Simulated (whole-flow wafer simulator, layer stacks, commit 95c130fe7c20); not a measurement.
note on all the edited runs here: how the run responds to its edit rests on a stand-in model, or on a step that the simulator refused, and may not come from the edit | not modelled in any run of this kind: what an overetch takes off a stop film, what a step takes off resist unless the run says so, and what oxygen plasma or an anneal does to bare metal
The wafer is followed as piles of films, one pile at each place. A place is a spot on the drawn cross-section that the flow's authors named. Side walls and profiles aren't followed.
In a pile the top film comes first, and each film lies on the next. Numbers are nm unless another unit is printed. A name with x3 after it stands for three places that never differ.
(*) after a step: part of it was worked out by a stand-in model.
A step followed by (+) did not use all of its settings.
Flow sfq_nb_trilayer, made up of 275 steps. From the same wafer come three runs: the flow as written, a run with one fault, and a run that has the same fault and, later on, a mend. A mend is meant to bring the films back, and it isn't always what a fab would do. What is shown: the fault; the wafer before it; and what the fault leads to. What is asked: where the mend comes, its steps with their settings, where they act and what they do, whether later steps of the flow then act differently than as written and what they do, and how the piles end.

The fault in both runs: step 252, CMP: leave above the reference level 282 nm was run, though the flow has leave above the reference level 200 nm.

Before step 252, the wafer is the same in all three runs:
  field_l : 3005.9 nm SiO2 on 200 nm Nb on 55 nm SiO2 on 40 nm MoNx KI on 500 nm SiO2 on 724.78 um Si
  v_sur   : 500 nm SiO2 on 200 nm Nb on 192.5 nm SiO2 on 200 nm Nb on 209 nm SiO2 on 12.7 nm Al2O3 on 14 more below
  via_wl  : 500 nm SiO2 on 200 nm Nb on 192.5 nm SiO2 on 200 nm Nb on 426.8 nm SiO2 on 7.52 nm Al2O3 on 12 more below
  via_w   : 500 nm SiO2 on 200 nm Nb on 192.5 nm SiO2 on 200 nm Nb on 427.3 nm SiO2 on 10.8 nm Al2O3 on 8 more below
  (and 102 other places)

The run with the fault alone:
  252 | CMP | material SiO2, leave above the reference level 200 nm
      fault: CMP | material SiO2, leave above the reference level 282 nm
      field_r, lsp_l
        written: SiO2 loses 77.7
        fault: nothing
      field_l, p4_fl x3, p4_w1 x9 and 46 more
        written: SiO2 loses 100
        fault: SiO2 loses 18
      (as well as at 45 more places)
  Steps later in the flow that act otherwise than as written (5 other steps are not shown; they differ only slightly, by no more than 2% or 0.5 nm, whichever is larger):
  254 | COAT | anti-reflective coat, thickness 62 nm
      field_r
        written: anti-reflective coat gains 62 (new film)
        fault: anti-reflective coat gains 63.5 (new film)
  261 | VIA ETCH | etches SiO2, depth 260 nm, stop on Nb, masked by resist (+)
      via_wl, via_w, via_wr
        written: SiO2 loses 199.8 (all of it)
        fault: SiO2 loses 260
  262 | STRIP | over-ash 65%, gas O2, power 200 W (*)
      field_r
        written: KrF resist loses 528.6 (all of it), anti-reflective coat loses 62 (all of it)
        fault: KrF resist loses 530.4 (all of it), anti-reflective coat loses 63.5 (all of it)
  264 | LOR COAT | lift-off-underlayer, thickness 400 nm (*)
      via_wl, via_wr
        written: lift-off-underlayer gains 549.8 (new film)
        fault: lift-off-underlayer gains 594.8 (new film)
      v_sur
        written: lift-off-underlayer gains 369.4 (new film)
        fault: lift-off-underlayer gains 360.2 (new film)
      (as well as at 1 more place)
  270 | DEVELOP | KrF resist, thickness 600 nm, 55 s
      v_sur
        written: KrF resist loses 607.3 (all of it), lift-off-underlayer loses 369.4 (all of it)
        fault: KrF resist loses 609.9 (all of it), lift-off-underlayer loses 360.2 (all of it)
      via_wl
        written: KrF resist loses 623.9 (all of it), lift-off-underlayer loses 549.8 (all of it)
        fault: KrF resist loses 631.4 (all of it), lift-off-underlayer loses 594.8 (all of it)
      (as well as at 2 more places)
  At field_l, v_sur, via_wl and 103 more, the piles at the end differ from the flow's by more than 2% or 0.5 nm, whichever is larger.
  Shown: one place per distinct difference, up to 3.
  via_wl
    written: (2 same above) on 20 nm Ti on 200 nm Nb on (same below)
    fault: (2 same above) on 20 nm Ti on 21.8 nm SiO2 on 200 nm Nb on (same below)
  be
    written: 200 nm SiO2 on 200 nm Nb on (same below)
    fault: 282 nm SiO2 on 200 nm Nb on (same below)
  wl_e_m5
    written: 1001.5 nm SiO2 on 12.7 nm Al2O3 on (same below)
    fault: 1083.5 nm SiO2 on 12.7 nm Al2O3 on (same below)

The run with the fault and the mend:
  After step 259 comes the mend.
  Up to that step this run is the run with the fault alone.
  259a | STRIP | over-ash 65%, gas O2, power 200 W (*)
      field_l, v_sur, via_sp and 86 more
        KrF resist loses 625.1 (all of it), anti-reflective coat loses 62 (all of it)
      sp_r, be_r, r_sur, lsp_r, l0_sur, l0v
        KrF resist loses 625 (all of it), anti-reflective coat loses 62 (all of it)
      via_wl, via_w, via_wr
        anti-reflective coat loses 62 (all of it)
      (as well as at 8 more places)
  259b | CMP | material SiO2, leave above the reference level 200 nm (the flow's step 252 again)
      field_l, v_sur, via_wl and 101 more
        SiO2 loses 82
      field_r, lsp_l
        SiO2 loses 77.7
  259c | COAT | anti-reflective coat, thickness 62 nm (the flow's step 254 again)
      field_l, v_sur, via_wl and 103 more
        anti-reflective coat gains 62 (new film)
  259d | COAT | KrF resist, thickness 650 nm (the flow's step 255 again)
      field_l, v_sur, via_wl and 103 more
        KrF resist gains 650 (new film)
  259e | SOFTBAKE | KrF resist (the flow's step 256 again)
      alters no film at any place that is followed
  259f | EXPOSE | photomask I7, dose 11.93 mJ/cm2, NA 0.6, wavelength 248 nm (*) (the flow's step 257 again)
      alters no film at any place that is followed
  259g | PEB | KrF resist, 90 s (the flow's step 258 again)
      field_l, v_sur, via_wl and 103 more
        KrF resist loses 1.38
  259h | DEVELOP | KrF resist, thickness 650 nm, 60 s (the flow's step 259 again)
      field_l, v_sur, via_sp and 100 more
        KrF resist loses 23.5
      via_wl, via_w, via_wr
        KrF resist loses 648.6 (all of it)
  Later steps of the flow that are run all act as written at every place that is followed.
  The piles end the same as the flow's at every place that both follow.
